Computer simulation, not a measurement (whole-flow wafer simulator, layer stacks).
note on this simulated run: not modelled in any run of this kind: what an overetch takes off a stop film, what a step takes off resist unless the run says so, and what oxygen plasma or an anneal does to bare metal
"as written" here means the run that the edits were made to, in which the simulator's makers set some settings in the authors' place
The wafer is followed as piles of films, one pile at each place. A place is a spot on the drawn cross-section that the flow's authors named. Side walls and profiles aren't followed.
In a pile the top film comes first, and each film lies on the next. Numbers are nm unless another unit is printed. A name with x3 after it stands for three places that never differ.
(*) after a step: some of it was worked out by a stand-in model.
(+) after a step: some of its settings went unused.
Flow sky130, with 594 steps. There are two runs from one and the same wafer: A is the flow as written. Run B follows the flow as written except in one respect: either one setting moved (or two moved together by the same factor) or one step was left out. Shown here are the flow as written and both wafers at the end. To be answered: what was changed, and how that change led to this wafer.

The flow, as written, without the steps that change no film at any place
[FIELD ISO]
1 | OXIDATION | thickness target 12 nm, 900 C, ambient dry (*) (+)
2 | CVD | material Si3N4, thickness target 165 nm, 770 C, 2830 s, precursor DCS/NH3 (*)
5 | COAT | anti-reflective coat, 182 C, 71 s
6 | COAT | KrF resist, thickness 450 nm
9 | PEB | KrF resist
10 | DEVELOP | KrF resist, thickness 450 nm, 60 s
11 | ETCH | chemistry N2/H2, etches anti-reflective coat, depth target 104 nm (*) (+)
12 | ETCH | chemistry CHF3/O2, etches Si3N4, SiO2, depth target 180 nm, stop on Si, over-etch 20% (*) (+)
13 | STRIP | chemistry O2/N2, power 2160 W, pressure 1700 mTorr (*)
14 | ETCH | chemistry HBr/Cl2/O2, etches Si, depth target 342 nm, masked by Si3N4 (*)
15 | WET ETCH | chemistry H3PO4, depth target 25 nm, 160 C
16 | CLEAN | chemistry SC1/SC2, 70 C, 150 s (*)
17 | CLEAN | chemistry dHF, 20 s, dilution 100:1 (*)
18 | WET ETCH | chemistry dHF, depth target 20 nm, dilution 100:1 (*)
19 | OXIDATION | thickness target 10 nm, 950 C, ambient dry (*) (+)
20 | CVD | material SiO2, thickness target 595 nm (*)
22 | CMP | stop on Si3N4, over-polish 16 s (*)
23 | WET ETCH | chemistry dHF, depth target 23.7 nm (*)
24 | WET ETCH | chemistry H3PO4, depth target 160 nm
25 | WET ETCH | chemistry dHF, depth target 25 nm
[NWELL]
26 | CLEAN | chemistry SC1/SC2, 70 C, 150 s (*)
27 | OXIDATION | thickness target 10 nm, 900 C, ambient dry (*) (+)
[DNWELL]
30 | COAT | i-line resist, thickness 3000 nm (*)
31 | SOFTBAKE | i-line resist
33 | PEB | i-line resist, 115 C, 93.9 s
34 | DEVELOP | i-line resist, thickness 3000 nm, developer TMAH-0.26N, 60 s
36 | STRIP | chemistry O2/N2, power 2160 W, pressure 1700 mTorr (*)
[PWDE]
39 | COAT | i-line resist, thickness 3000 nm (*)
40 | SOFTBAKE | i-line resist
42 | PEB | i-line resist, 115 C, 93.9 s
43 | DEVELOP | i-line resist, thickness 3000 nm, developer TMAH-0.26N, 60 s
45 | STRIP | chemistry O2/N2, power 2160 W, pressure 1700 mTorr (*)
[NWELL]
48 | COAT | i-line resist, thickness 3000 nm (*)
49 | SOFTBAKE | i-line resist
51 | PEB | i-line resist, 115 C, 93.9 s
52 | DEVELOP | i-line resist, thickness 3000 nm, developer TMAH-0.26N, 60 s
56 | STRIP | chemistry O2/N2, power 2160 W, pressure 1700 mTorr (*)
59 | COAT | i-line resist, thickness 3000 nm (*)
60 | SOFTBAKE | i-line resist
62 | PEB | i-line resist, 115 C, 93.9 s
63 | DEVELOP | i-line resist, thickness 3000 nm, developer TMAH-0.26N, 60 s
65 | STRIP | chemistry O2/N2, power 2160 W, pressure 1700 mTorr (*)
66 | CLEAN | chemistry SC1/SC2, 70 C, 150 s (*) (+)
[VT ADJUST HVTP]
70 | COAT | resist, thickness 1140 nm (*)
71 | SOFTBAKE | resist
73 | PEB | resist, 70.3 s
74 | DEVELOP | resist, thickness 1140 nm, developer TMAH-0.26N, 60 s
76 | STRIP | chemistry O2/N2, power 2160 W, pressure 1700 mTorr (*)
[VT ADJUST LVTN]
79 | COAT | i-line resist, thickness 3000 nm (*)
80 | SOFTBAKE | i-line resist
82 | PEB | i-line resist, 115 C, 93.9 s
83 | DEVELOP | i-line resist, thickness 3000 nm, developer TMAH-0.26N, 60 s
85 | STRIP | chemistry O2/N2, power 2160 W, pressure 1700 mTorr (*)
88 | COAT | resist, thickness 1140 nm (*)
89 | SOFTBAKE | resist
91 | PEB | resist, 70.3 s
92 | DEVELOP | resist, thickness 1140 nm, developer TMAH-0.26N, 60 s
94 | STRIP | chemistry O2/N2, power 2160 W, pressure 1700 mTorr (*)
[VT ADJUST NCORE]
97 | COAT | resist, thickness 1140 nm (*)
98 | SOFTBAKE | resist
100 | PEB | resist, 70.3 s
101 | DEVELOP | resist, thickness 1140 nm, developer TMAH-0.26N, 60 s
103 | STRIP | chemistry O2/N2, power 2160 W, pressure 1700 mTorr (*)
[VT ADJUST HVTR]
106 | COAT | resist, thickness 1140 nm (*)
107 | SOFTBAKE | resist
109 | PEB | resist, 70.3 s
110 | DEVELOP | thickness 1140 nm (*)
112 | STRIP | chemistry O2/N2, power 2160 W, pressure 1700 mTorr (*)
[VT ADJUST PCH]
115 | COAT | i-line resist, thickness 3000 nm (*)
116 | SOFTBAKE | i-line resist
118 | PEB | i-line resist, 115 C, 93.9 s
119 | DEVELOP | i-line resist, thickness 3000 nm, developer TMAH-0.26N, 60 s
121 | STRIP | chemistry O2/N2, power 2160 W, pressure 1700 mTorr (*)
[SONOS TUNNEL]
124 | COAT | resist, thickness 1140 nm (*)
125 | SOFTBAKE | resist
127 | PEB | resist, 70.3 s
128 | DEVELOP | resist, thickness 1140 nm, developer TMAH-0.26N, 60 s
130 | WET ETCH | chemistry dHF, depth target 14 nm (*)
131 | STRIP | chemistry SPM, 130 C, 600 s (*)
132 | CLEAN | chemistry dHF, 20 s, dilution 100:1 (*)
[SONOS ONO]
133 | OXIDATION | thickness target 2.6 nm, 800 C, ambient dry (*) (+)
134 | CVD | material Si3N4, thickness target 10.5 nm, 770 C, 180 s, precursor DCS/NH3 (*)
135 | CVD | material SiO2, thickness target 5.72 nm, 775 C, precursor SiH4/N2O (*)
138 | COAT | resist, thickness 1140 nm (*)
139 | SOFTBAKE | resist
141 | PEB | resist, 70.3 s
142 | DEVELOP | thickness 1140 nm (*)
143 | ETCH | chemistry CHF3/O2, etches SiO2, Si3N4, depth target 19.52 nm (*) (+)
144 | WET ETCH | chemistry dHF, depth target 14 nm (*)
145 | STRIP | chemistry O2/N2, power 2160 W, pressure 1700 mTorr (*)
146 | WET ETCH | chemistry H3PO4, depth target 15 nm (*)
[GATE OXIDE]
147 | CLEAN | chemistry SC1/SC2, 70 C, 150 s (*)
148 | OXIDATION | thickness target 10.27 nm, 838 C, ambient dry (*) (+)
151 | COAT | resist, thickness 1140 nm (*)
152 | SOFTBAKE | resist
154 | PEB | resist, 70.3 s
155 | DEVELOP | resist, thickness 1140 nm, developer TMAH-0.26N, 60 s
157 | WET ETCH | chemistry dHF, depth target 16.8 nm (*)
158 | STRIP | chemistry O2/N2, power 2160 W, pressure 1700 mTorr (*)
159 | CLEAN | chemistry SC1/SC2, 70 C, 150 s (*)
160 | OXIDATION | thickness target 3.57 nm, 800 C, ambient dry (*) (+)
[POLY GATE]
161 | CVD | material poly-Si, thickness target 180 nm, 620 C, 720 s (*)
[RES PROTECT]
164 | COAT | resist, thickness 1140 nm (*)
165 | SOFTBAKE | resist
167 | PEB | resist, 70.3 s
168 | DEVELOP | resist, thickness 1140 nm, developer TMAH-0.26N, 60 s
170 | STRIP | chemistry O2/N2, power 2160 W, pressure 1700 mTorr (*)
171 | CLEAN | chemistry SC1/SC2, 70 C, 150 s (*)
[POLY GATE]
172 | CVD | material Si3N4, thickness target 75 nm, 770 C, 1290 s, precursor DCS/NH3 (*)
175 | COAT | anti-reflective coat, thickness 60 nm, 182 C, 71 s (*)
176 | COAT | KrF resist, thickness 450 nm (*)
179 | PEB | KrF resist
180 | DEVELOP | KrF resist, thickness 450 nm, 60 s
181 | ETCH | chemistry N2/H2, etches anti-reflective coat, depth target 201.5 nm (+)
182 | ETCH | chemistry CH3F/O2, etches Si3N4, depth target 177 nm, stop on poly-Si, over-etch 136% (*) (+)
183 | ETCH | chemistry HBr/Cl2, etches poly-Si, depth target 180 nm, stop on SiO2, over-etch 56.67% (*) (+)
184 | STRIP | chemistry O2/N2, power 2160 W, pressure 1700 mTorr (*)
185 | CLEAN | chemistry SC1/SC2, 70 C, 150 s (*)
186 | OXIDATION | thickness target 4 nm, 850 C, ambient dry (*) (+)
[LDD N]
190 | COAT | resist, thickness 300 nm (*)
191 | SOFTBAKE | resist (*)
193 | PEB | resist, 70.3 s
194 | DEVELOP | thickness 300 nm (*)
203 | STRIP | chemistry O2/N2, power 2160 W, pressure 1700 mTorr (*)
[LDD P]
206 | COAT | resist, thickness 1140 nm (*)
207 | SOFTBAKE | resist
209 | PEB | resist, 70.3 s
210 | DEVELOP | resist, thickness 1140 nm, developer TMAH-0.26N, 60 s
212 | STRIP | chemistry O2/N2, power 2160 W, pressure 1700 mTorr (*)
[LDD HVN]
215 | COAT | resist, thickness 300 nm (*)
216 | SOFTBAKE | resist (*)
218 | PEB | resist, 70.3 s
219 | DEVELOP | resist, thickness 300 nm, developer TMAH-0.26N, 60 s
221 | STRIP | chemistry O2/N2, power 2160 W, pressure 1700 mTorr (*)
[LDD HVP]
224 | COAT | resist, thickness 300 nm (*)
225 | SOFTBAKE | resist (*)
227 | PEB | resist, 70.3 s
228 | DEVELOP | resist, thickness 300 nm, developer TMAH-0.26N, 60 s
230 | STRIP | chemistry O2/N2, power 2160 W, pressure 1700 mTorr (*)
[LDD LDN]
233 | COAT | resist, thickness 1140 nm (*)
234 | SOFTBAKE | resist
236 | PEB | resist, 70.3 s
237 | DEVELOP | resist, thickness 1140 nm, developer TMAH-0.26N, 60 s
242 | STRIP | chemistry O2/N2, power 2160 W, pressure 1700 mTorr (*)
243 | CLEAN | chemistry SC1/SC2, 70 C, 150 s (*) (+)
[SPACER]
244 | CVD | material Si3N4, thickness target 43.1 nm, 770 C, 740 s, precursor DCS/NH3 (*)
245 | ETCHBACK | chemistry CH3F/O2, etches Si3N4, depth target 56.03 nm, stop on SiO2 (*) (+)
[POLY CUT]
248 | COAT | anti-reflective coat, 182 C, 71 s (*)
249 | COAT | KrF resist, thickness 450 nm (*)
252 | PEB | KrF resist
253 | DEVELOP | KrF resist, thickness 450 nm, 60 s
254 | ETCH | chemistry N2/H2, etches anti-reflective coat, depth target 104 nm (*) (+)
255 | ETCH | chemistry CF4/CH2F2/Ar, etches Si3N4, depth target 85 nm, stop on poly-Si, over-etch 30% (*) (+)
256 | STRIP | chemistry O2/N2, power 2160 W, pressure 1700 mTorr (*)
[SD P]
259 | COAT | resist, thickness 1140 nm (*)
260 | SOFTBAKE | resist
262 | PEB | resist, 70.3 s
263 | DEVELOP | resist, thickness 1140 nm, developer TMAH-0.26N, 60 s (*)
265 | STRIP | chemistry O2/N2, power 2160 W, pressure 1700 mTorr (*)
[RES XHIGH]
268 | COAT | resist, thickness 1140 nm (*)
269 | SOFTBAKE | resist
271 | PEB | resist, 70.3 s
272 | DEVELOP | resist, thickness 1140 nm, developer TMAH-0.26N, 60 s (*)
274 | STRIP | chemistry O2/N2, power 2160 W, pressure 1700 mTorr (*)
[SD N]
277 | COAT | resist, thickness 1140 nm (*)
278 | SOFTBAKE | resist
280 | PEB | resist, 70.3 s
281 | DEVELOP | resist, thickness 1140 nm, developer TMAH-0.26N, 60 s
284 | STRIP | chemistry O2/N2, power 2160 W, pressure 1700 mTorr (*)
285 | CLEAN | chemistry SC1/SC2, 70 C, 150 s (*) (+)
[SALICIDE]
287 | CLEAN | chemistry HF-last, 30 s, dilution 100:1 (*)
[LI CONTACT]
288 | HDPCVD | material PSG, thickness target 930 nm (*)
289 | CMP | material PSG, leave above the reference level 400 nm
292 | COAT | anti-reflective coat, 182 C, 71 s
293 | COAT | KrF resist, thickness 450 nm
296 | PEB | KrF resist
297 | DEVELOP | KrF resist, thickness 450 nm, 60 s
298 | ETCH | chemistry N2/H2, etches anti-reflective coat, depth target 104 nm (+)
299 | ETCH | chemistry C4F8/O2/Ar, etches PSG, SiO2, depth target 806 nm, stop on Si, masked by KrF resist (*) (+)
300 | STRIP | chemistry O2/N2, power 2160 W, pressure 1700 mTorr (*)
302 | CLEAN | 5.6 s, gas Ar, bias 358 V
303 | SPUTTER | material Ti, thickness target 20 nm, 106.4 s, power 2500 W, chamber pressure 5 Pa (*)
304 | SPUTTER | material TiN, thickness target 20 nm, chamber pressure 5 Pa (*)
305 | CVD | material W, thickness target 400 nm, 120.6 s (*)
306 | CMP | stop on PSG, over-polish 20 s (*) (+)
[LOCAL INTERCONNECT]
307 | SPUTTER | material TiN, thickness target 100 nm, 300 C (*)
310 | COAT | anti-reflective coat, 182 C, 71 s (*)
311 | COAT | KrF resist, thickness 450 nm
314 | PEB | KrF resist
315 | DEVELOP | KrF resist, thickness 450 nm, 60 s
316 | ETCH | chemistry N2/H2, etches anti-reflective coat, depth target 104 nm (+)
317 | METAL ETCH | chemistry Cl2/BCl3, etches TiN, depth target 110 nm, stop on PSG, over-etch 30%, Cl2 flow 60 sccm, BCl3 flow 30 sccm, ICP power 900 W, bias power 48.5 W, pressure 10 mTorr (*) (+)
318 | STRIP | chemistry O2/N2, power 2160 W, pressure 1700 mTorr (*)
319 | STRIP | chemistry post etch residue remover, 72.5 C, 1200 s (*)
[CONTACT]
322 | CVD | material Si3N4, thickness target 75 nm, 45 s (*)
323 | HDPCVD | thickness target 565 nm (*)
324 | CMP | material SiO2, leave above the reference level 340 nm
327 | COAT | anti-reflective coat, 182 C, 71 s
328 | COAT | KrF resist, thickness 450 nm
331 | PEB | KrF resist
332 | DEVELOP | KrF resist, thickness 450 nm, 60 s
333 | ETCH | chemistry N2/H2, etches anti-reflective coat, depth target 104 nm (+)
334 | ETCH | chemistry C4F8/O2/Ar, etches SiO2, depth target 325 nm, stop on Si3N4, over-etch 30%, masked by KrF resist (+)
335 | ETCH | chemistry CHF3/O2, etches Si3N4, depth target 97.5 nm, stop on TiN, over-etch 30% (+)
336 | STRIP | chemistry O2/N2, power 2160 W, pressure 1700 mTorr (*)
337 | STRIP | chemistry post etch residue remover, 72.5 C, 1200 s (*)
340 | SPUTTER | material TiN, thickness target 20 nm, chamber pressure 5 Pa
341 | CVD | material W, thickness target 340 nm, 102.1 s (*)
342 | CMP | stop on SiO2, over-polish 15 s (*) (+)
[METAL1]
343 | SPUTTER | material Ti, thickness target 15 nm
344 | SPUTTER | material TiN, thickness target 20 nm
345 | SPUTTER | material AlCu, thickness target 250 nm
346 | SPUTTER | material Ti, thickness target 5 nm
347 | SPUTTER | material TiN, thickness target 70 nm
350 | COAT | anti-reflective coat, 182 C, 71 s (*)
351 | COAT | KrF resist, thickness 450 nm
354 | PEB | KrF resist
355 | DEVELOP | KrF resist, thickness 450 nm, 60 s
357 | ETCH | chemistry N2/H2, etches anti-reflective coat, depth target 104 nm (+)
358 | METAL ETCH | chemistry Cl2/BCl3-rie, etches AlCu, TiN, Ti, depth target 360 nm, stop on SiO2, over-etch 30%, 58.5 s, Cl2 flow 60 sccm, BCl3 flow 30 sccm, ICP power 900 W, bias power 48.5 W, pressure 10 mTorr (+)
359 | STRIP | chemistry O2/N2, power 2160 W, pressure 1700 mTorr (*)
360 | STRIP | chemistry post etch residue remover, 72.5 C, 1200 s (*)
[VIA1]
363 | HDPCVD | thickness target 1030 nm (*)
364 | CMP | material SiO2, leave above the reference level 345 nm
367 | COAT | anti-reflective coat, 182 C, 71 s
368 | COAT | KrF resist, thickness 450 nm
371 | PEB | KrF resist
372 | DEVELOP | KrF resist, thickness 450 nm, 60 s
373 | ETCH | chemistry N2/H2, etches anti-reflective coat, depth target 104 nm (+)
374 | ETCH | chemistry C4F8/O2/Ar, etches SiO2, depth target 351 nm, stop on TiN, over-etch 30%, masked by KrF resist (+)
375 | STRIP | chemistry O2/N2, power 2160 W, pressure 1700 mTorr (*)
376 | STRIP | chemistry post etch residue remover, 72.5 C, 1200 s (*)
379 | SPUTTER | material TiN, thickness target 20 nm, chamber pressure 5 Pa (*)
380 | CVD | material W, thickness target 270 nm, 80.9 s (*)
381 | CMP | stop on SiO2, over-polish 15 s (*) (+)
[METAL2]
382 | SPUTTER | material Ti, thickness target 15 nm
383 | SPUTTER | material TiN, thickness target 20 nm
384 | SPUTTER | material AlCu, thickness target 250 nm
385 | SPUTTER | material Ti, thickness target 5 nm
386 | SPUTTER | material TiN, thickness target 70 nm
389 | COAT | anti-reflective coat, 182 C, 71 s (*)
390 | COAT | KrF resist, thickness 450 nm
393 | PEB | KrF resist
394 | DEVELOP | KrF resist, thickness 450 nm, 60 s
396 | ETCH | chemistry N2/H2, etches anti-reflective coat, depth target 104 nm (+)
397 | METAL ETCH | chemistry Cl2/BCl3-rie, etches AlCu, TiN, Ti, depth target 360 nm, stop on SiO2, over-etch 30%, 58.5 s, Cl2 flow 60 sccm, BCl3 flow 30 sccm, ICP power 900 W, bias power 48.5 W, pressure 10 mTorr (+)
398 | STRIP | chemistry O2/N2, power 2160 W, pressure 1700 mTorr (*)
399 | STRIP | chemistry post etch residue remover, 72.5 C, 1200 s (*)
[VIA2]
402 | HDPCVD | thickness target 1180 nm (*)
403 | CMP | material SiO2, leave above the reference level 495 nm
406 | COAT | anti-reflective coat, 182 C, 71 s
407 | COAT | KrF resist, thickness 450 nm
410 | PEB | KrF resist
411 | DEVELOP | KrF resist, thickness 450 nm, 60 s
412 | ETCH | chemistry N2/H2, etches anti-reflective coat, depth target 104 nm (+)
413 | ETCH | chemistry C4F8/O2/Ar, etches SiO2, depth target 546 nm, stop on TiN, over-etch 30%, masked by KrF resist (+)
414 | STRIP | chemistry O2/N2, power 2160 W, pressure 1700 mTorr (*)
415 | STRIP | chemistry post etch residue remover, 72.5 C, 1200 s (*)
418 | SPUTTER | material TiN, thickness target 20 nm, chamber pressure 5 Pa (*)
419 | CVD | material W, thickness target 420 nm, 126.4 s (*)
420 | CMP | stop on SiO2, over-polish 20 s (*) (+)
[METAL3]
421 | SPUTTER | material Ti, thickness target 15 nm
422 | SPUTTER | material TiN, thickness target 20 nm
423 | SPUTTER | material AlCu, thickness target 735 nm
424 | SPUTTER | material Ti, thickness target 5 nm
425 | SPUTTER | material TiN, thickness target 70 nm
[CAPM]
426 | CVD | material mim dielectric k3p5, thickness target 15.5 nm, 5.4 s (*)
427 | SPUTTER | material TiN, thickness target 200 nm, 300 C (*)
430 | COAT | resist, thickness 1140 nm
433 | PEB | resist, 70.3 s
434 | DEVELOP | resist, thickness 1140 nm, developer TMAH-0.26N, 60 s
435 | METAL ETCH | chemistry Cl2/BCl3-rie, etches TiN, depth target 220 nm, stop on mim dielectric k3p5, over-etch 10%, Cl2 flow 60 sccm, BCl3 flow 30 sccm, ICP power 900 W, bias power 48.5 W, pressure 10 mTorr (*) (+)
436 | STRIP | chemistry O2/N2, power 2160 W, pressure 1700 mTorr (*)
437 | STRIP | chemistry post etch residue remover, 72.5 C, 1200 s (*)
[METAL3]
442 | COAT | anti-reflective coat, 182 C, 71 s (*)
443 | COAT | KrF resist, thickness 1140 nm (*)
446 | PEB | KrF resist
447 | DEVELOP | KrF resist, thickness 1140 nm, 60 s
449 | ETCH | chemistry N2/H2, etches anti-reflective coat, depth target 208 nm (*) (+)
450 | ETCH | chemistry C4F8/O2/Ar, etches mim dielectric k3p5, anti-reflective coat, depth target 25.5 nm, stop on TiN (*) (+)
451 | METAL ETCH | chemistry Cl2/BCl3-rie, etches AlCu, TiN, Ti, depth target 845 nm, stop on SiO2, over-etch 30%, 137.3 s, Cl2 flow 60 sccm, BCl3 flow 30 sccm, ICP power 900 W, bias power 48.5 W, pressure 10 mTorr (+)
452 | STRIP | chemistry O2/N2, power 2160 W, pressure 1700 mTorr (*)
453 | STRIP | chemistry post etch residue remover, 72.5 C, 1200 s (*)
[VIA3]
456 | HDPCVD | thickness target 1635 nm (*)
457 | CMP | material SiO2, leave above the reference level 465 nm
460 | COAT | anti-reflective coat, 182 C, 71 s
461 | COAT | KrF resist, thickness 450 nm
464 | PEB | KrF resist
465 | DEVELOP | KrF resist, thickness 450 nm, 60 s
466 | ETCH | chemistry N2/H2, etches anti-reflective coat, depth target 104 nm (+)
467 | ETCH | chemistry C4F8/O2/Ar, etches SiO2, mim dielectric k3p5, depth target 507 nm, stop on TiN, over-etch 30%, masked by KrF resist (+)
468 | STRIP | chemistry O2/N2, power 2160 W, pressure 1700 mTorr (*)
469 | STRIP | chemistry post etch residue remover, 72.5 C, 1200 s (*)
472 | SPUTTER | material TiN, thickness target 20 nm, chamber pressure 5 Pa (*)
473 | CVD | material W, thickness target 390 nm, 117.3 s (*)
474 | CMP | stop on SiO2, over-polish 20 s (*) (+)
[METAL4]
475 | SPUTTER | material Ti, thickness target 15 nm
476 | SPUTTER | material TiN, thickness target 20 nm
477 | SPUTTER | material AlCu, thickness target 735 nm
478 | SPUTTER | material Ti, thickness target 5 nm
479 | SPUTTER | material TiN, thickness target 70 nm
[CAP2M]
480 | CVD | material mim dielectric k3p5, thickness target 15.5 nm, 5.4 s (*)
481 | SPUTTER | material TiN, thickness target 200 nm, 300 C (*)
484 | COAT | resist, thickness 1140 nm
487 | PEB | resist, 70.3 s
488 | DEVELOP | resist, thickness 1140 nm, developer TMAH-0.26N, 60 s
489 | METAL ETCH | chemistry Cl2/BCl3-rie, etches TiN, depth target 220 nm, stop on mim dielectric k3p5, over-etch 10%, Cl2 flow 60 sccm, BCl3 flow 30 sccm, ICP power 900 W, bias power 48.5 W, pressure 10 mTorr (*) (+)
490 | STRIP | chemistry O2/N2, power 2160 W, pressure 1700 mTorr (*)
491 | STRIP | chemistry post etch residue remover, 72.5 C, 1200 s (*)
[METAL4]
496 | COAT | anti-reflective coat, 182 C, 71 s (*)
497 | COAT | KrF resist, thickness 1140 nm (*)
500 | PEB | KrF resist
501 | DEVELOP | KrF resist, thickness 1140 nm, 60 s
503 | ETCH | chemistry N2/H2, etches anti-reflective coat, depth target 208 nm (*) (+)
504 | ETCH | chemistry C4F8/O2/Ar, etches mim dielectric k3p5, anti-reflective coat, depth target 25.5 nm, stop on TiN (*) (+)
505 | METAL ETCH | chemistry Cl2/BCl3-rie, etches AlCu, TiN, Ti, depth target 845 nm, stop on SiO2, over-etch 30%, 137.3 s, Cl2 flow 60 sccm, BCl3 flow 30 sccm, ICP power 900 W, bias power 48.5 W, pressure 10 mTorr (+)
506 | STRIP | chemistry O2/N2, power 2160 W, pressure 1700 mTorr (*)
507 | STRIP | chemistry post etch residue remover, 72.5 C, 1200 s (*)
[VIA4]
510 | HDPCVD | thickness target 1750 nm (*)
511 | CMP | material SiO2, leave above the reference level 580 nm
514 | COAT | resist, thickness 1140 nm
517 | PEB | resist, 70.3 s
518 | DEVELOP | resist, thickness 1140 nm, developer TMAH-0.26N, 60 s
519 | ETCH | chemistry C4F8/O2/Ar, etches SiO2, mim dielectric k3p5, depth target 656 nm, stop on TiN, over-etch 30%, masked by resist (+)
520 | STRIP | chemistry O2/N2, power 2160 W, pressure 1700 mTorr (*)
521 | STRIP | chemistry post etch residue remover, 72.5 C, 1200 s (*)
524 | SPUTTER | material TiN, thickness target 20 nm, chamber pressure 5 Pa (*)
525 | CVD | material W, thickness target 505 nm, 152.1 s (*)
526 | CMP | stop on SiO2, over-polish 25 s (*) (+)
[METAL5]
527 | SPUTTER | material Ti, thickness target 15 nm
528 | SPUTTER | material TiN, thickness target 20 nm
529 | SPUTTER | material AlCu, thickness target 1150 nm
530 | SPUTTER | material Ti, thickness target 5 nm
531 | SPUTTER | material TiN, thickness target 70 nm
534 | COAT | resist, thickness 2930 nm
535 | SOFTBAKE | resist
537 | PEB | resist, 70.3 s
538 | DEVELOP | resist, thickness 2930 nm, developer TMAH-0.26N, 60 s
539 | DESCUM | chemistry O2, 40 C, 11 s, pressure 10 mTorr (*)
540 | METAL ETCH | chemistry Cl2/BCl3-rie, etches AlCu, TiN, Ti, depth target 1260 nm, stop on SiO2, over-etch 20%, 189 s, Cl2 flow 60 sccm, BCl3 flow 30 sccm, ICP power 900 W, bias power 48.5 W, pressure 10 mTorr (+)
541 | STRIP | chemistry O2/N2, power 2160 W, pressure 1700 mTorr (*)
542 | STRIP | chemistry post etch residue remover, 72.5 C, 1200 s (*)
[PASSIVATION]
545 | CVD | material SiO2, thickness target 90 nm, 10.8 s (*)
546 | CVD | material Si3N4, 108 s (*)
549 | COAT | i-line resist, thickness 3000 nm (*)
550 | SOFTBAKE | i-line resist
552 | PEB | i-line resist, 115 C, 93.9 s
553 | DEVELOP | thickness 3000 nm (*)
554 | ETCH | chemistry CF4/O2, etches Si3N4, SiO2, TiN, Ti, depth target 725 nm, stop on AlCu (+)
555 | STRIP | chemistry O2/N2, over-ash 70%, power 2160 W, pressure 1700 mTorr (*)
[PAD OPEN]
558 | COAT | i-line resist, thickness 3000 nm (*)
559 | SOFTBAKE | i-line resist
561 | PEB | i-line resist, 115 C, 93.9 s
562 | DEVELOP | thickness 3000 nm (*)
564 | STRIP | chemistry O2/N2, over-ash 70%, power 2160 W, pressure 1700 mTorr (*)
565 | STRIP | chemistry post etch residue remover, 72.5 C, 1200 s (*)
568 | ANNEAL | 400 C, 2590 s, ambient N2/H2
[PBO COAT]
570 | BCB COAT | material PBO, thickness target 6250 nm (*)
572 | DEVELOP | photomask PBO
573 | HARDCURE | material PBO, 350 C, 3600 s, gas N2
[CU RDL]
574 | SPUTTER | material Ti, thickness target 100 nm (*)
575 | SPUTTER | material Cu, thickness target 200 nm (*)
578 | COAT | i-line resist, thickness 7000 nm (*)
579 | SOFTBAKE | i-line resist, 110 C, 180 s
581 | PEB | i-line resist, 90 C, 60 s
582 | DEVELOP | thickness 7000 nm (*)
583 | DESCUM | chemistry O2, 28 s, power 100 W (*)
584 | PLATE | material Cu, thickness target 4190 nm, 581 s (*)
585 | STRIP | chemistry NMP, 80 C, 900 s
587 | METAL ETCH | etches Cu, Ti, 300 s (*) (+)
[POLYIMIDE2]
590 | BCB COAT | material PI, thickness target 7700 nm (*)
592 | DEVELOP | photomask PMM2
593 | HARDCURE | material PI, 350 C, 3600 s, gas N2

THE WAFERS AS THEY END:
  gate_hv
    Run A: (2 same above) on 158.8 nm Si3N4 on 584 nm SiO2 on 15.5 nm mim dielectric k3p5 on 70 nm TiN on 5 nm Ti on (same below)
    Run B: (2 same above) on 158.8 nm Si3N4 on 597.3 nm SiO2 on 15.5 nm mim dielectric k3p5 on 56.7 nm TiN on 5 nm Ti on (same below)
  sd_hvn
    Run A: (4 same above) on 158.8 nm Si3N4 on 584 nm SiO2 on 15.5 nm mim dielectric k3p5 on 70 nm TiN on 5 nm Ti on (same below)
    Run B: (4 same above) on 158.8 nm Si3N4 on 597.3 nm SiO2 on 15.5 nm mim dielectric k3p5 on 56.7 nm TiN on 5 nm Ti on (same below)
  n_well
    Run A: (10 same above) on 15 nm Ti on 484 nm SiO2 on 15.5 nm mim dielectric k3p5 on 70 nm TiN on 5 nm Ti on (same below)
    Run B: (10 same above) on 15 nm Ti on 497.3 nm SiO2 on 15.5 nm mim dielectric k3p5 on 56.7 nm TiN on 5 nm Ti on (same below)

Cause: step 479, SPUTTER: thickness target 56.7 nm was run, while the flow as written has thickness target 70 nm.
The wafer lets one read it off: gate_hv has TiN 56.7, and step 479 as written asks for 70 nm.

How this came from the change, step by step:
  479 | SPUTTER | material TiN, thickness target 70 nm
      field, active, n_well and 189 more: A +70 TiN (new film) | B +56.7 TiN (new film)
  505 | METAL ETCH | chemistry Cl2/BCl3-rie, etches AlCu, TiN, Ti, depth target 845 nm, stop on SiO2, over-etch 30%, 137.3 s, Cl2 flow 60 sccm, BCl3 flow 30 sccm, ICP power 900 W, bias power 48.5 W, pressure 10 mTorr (+)
      field, gate, spacer and 68 more: A -70 TiN (all of it), -5 Ti (all of it), -735 AlCu (all of it), -20 TiN (all of it), -15 Ti (all of it), -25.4 SiO2 | B -56.7 TiN (all of it), -5 Ti (all of it), -735 AlCu (all of it), -20 TiN (all of it), -15 Ti (all of it), -26.7 SiO2
      active, vpp_iso1, mim_edge_plate and 14 more: A -70 TiN (all of it), -5 Ti (all of it), -735 AlCu (all of it), -20 TiN (all of it), -15 Ti (all of it), -25.3 SiO2 | B -56.7 TiN (all of it), -5 Ti (all of it), -735 AlCu (all of it), -20 TiN (all of it), -15 Ti (all of it), -26.7 SiO2
  519 | ETCH | chemistry C4F8/O2/Ar, etches SiO2, mim dielectric k3p5, depth target 656 nm, stop on TiN, over-etch 30%, masked by resist (+)
      m1: A -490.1 SiO2 (all of it), -15.5 mim dielectric k3p5 (all of it) | B -503.4 SiO2 (all of it), -15.5 mim dielectric k3p5 (all of it)
      via4_hole: A -489.5 SiO2 (all of it), -15.5 mim dielectric k3p5 (all of it) | B -502.8 SiO2 (all of it), -15.5 mim dielectric k3p5 (all of it)
